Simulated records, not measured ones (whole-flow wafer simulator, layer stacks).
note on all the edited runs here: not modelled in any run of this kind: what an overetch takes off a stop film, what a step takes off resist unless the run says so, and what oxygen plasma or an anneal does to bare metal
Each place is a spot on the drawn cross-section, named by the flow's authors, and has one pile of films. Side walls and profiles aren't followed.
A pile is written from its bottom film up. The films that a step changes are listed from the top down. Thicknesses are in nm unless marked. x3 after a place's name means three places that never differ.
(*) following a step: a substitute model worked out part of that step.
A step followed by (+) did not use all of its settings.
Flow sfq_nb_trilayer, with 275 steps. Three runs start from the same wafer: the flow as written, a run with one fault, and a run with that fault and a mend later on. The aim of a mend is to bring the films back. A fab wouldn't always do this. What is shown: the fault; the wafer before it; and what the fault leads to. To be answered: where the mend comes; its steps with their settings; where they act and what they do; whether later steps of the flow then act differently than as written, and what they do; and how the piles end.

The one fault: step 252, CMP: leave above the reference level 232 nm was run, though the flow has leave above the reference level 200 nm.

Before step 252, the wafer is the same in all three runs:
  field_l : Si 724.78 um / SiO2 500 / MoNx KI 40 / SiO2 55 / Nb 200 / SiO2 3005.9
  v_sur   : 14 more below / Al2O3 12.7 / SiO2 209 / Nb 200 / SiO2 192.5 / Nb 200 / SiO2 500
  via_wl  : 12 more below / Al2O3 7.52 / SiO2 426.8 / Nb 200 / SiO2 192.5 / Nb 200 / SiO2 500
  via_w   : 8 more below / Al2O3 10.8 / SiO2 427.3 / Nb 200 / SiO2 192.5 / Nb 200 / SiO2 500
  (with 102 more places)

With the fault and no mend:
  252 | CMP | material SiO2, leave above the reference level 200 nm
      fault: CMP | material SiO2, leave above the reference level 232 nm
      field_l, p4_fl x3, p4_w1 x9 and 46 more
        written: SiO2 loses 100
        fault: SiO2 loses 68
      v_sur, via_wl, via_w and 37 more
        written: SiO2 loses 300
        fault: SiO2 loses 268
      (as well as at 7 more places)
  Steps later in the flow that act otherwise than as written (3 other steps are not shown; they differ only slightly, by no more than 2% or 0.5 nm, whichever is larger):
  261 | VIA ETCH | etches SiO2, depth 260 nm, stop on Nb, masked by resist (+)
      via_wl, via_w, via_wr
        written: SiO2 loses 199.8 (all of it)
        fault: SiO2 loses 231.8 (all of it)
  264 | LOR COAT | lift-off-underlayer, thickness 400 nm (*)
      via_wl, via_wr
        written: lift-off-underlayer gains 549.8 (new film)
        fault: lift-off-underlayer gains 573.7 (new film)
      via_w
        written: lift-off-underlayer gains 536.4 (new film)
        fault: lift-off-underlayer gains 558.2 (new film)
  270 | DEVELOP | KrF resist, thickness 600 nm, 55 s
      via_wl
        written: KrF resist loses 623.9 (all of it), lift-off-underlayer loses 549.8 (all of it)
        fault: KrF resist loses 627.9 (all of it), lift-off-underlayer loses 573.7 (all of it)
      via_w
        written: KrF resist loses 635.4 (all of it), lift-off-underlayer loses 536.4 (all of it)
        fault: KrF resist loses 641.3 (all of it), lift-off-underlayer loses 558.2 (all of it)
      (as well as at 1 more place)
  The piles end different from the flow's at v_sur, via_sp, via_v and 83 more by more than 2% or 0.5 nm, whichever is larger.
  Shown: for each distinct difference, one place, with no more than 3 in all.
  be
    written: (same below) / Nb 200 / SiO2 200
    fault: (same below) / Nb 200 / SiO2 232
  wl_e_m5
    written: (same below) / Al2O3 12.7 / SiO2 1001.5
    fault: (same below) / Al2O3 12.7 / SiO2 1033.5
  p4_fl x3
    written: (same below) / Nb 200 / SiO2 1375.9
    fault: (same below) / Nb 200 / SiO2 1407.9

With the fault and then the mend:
  The mend follows step 253.
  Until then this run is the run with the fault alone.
  253a | CMP | material SiO2, leave above the reference level 200 nm (the flow's step 252 again)
      field_l, v_sur, via_wl and 103 more
        SiO2 loses 32
  None of the later steps of the flow acts differently than as written at any place that is followed.
  The piles end the same as the flow's at every place that both follow.
